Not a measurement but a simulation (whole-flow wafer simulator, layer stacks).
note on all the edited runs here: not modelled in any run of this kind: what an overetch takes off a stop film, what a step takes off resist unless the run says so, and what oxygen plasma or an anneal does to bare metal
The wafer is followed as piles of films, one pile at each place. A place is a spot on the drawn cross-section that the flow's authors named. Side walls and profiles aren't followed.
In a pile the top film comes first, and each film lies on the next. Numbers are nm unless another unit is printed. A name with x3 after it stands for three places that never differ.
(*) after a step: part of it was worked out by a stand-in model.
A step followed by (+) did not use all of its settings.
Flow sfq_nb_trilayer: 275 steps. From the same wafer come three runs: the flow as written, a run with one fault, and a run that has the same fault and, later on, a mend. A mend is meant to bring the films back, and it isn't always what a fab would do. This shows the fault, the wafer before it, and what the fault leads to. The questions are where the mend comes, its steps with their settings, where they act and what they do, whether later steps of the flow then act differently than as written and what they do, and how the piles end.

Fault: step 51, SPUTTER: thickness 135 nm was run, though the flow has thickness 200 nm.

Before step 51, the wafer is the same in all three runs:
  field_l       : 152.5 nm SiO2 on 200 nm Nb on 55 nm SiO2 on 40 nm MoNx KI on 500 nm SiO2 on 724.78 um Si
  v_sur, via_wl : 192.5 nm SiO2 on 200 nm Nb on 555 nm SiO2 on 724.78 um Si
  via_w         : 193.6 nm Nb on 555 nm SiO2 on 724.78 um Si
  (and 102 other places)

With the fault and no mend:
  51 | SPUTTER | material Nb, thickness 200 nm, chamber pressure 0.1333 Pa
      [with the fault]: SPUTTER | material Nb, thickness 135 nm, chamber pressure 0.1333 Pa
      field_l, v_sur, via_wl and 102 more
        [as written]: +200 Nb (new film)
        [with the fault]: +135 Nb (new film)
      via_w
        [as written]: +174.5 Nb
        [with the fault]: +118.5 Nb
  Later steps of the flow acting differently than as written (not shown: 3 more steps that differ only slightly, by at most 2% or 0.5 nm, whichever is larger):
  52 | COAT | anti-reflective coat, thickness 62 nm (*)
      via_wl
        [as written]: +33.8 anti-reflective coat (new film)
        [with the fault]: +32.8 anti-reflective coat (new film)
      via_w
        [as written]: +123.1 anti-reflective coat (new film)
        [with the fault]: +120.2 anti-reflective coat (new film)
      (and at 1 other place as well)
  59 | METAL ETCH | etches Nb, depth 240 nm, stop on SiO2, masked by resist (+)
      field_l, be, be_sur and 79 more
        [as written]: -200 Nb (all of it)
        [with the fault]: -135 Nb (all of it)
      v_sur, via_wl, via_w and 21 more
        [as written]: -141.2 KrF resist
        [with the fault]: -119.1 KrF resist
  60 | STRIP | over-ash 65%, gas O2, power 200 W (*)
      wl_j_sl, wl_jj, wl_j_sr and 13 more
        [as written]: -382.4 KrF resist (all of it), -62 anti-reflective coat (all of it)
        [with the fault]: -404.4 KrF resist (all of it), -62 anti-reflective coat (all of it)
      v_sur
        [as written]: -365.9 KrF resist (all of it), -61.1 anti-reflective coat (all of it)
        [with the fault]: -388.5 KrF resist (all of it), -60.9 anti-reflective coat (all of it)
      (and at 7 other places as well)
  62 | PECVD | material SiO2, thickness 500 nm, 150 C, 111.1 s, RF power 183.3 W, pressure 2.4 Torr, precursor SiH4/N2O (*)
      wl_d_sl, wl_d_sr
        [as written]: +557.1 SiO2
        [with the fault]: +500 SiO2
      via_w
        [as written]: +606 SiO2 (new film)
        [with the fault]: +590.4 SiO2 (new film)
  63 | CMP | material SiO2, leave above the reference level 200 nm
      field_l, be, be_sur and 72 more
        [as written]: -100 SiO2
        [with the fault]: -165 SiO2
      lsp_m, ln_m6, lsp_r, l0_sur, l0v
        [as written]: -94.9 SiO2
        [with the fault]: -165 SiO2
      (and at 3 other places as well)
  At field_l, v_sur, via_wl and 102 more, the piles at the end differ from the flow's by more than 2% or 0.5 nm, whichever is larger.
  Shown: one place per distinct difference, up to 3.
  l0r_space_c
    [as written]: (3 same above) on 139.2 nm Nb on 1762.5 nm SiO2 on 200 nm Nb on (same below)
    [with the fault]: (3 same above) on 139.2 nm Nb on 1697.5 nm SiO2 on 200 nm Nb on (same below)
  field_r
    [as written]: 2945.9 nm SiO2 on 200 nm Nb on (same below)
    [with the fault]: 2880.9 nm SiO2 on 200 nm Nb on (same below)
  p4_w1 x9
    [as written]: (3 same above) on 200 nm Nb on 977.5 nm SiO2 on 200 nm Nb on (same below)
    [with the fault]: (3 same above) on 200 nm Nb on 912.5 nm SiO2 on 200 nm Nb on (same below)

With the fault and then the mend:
  The mend stands after step 57.
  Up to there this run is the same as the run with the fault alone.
  57a | STRIP | over-ash 65%, gas O2, power 200 W (*)
      p4_fl x3, p4_w1 x9, p4_g1 x2 and 47 more
        -62 anti-reflective coat (all of it)
      wl_j_sl, wl_jj, wl_j_sr and 13 more
        -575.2 KrF resist (all of it), -62 anti-reflective coat (all of it)
      r_sur, res, r_end and 8 more
        -61.8 anti-reflective coat (all of it)
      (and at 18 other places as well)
  57b | SPUTTER | material Nb, thickness 65 nm, chamber pressure 0.1333 Pa (the flow's step 51, run once more with other settings)
      field_l, v_sur, via_wl and 102 more
        +65 Nb
      via_w
        +51.6 Nb
  57c | COAT | anti-reflective coat, thickness 62 nm (*) (the flow's step 52, run once more)
      p4_fl x3, p4_w1 x9, p4_g1 x2 and 63 more
        +62 anti-reflective coat (new film)
      r_sur, res, r_end and 9 more
        +61.8 anti-reflective coat (new film)
      jj_sur, ce_l, c5j, ce_r, sp_r, be_r
        +61.7 anti-reflective coat (new film)
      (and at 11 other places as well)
  57d | COAT | KrF resist, thickness 600 nm (*) (the flow's step 53, run once more)
      p4_fl x3, p4_w1 x9, p4_g1 x2 and 63 more
        +600 KrF resist (new film)
      res, r_end, moat, field_r, l0_sur
        +599.4 KrF resist (new film)
      lsp_l, ln_m5, lsp_m, ln_m6, lsp_r
        +599.5 KrF resist (new film)
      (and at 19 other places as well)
  57e | SOFTBAKE | KrF resist (the flow's step 54, run once more)
      does not change any film at any place that is followed
  57f | EXPOSE | photomask M1, dose 12.11 mJ/cm2, NA 0.6, wavelength 248 nm (*) (the flow's step 55, run once more)
      does not change any film at any place that is followed
  57g | PEB | KrF resist, 90 s (the flow's step 56, run once more)
      wire, be, be_sur and 96 more
        -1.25 KrF resist
      field_l, via_v
        -1.24 KrF resist
      via_wl, via_wr
        -1.26 KrF resist
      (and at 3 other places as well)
  57h | DEVELOP | KrF resist, thickness 600 nm, 60 s (the flow's step 57, run once more)
      p4_fl x3, p4_w1 x9, p4_g1 x2 and 47 more
        -598.7 KrF resist (all of it)
      v_sur, via_wl, via_w and 21 more
        -23.5 KrF resist
      moat, field_r, lsp_l, lsp_m, ln_m6, lsp_r, l0_sur
        -598.2 KrF resist (all of it)
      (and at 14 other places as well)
  Later steps of the flow that are run all act as written at every place that is followed, up to a difference of at most 2% or 0.5 nm, whichever is larger.
  The piles end only slightly different from the flow's at the places that both follow, by no more than 2% or 0.5 nm, whichever is larger.
